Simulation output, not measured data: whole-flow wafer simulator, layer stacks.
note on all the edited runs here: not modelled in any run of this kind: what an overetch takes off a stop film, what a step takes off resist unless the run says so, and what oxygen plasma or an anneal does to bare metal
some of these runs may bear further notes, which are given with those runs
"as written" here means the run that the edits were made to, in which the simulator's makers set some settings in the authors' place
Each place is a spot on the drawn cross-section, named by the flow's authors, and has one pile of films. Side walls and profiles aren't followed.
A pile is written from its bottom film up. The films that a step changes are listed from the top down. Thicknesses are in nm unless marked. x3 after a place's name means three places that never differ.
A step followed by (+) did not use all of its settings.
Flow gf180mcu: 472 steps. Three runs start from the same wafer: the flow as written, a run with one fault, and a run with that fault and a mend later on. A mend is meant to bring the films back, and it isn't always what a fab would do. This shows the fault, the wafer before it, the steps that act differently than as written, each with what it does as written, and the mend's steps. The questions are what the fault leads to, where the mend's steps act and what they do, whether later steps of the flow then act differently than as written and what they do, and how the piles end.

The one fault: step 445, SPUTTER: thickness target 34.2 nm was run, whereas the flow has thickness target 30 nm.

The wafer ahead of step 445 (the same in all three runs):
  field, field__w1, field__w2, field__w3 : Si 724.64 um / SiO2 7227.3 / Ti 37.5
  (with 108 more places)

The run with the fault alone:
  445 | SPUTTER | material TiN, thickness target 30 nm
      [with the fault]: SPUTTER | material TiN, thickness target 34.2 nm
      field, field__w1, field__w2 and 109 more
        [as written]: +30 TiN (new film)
        [with the fault]: +34.2 TiN (new film)
  Later steps of the flow acting differently than as written (4 more steps, not shown, differ only slightly: by at most 2% or 0.5 nm, whichever is larger):
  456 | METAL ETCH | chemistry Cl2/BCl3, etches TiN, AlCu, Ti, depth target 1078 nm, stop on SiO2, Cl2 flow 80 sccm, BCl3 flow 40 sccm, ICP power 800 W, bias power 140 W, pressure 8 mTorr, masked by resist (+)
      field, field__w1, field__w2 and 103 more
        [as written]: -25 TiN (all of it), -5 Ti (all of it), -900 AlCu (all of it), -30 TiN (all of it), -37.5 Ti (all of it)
        [with the fault]: -25 TiN (all of it), -5 Ti (all of it), -900 AlCu (all of it), -34.2 TiN (all of it), -37.5 Ti (all of it)
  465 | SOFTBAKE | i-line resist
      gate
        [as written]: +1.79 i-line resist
        [with the fault]: -0.34 i-line resist
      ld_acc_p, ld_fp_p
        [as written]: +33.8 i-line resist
        [with the fault]: +27 i-line resist
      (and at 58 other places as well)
  By the end, the piles at field__w8, contact, m1, m1__w1, pad, m1_nw depart from the flow's by more than 2% or 0.5 nm, whichever is larger.
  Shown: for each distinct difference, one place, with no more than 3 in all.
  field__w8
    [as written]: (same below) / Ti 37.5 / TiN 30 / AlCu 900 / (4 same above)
    [with the fault]: (same below) / Ti 37.5 / TiN 34.2 / AlCu 900 / (4 same above)
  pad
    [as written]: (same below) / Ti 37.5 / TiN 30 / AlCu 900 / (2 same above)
    [with the fault]: (same below) / Ti 37.5 / TiN 34.2 / AlCu 900 / (2 same above)

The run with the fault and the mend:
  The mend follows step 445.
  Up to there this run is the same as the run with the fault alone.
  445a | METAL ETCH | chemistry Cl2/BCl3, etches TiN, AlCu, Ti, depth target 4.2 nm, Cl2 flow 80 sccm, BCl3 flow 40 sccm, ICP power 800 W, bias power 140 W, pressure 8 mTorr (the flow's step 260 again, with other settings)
      field, field__w1, field__w2 and 109 more
        -4.2 TiN
  None of the later steps of the flow acts differently than as written at any place that is followed.
  By the end, the piles equal the flow's at every place that both follow.
